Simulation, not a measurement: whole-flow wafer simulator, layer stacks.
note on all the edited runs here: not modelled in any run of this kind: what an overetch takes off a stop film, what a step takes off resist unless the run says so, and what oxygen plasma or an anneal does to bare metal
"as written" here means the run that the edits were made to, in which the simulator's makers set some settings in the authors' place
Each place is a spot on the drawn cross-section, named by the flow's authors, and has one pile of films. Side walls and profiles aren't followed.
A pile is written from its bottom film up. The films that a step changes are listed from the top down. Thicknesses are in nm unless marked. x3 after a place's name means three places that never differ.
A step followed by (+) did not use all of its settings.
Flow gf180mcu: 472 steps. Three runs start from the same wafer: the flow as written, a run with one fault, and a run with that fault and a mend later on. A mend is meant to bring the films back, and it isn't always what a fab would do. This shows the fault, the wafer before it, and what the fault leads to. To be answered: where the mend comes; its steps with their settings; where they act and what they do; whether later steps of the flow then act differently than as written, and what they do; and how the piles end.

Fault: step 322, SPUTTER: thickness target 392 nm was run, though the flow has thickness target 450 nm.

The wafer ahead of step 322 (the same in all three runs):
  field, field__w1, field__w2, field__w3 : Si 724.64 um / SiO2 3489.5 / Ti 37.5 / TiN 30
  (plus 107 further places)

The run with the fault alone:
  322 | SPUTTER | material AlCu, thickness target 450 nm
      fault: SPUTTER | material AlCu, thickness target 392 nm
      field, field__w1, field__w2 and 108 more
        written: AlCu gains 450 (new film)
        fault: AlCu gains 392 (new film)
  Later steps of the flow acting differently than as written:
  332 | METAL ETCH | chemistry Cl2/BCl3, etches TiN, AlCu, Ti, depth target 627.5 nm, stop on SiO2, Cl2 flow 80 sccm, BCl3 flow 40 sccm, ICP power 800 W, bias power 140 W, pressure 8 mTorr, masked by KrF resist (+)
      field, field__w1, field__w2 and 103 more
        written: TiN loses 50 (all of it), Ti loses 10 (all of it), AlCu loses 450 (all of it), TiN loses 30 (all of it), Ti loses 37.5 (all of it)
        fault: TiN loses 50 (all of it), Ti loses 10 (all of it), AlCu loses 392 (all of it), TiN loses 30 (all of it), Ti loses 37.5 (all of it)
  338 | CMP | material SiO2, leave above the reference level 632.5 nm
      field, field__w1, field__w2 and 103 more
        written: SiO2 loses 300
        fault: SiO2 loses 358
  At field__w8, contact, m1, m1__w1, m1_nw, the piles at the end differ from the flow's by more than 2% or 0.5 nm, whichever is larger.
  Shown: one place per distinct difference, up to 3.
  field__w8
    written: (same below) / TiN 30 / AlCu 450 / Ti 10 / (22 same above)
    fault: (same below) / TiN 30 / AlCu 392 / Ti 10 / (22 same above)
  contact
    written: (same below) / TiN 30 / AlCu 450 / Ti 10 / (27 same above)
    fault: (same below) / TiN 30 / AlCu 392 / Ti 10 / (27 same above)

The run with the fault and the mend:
  After step 322 comes the mend.
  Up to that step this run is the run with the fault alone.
  322a | SPUTTER | material AlCu, thickness target 58 nm (a further turn of the flow's step 322, with different settings)
      field, field__w1, field__w2 and 108 more
        AlCu gains 58
  Later steps of the flow that are run all act as written at every place that is followed.
  By the end, the piles equal the flow's at every place that both follow.
